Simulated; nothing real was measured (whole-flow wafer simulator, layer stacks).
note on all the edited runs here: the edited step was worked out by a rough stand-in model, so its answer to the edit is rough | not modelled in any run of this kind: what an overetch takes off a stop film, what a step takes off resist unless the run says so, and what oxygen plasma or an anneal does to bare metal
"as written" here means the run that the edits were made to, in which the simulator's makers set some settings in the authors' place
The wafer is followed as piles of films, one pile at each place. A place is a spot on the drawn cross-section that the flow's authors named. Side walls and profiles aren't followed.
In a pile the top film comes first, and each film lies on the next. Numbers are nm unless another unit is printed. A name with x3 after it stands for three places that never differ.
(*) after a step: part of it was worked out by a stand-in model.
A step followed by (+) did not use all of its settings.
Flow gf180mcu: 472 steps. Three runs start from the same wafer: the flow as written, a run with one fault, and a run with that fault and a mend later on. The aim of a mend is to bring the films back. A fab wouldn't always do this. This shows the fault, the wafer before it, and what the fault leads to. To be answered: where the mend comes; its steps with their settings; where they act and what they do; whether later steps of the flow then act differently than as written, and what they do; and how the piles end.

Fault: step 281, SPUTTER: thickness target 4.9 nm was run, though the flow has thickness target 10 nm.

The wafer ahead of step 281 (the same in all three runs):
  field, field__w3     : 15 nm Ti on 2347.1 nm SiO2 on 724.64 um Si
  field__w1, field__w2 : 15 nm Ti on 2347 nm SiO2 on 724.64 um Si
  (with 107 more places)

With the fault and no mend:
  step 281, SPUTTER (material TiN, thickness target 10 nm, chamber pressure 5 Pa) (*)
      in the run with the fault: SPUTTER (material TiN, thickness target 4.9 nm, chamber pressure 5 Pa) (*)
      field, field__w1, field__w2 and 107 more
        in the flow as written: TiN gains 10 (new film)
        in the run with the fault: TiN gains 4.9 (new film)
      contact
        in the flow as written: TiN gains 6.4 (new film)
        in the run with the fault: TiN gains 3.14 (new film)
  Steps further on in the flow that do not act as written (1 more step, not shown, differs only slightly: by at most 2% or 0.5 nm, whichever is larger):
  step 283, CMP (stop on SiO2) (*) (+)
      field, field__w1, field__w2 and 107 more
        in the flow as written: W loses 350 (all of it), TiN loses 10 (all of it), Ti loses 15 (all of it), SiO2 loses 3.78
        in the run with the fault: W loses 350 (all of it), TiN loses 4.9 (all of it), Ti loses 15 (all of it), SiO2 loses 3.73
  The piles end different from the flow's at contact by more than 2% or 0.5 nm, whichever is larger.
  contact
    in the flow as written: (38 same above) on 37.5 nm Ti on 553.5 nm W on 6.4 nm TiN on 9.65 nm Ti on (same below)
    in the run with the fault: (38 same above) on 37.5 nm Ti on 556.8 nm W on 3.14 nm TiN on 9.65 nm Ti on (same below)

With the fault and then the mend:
  The mend follows step 281.
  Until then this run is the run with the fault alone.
  step 281a, SPUTTER (material TiN, thickness target 5.1 nm, chamber pressure 5 Pa) (*) (a further turn of the flow's step 281, with different settings)
      field, field__w1, field__w2 and 107 more
        TiN gains 5.1
      contact
        TiN gains 3.26
  Every later step of the flow that is run acts as written at every place that is followed.
  By the end, the piles equal the flow's at every place that both follow.
